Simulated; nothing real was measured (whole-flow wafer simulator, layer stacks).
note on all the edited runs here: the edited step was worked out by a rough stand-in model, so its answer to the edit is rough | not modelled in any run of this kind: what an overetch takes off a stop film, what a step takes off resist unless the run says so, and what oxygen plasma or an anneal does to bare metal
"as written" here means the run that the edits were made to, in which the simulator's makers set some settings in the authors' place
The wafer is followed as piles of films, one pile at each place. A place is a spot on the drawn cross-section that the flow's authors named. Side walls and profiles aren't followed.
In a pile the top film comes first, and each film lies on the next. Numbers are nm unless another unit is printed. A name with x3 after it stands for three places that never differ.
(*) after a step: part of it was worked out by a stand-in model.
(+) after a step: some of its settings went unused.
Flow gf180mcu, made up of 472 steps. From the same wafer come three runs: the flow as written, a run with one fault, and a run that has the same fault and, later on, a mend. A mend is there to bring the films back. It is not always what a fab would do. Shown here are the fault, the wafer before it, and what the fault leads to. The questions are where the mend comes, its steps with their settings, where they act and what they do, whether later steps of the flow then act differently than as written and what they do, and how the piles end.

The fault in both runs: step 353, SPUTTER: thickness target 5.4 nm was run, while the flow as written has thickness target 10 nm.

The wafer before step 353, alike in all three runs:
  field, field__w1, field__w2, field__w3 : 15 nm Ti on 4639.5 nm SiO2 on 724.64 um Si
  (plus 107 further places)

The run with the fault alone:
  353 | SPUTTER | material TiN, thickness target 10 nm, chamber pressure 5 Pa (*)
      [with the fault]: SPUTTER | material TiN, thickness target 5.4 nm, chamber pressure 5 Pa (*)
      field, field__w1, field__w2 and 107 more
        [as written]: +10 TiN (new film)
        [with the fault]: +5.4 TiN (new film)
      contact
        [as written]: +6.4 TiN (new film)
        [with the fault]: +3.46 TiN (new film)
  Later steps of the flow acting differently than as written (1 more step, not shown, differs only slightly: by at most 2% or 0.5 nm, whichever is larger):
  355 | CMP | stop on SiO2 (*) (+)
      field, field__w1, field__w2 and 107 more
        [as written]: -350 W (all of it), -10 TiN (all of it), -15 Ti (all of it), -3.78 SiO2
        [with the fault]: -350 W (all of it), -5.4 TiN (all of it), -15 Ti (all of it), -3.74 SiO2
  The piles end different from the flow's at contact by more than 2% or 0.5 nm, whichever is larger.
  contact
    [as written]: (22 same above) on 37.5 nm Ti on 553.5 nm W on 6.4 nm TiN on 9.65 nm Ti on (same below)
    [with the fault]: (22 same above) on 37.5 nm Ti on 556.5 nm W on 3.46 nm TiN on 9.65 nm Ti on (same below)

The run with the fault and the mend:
  After step 353 comes the mend.
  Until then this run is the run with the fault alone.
  353a | SPUTTER | material TiN, thickness target 4.6 nm, chamber pressure 5 Pa (*) (a further turn of the flow's step 353, with different settings)
      field, field__w1, field__w2 and 107 more
        +4.6 TiN
      contact
        +2.94 TiN
  Every later step of the flow that is run acts as written at every place that is followed.
  At every place that both follow, the piles at the end match the flow's.
